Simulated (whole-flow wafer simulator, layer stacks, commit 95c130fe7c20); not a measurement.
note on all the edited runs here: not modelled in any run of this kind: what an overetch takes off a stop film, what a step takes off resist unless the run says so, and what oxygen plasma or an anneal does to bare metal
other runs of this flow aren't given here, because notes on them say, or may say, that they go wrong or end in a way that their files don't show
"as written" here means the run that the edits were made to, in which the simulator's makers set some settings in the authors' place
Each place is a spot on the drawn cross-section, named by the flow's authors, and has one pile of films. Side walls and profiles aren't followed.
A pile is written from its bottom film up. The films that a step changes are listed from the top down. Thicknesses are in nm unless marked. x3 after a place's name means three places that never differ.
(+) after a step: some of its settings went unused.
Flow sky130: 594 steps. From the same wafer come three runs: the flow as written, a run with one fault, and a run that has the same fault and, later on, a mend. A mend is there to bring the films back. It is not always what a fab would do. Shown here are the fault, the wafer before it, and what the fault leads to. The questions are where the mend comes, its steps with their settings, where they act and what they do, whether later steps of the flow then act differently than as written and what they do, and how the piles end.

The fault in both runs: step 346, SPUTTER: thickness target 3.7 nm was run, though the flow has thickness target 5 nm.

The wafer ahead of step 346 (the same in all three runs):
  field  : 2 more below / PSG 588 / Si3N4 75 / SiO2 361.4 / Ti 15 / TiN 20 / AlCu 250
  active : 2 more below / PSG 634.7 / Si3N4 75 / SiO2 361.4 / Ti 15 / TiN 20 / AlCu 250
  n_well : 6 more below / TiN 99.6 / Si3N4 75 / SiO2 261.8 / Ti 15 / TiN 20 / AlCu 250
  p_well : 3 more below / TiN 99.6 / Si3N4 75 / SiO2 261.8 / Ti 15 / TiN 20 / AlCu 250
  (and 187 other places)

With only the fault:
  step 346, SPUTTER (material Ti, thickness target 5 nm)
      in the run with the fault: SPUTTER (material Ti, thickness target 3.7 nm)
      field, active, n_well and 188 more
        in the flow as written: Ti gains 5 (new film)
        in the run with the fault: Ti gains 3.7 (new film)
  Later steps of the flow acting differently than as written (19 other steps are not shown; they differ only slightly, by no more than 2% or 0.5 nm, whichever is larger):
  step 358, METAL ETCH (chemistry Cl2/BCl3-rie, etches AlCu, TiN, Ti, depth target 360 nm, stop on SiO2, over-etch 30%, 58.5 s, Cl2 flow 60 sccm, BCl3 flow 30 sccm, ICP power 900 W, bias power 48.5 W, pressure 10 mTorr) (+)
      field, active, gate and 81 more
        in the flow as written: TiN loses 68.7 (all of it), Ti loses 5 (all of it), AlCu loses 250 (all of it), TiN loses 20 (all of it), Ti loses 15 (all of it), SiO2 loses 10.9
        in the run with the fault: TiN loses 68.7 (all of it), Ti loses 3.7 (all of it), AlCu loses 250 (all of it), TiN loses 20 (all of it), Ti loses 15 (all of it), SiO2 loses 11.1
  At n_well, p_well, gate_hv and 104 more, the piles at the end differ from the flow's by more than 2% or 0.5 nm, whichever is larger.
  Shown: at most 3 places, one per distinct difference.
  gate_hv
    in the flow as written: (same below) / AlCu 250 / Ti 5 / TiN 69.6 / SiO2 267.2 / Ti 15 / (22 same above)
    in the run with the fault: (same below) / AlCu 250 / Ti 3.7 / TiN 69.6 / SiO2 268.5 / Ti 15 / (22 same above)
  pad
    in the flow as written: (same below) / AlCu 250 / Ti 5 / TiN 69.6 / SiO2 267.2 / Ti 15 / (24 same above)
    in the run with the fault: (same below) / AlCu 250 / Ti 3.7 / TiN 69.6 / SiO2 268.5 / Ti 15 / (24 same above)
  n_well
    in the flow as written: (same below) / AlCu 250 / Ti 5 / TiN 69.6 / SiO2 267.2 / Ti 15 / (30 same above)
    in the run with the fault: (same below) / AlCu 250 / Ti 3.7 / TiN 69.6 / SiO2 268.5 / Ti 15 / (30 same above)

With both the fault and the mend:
  After step 346 comes the mend.
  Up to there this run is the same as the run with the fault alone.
  step 346a, SPUTTER (material Ti, thickness target 1.3 nm) (a further turn of the flow's step 346, with different settings)
      field, active, n_well and 188 more
        Ti gains 1.3
  Every later step of the flow that is run acts as written at every place that is followed.
  By the end, the piles equal the flow's at every place that both follow.
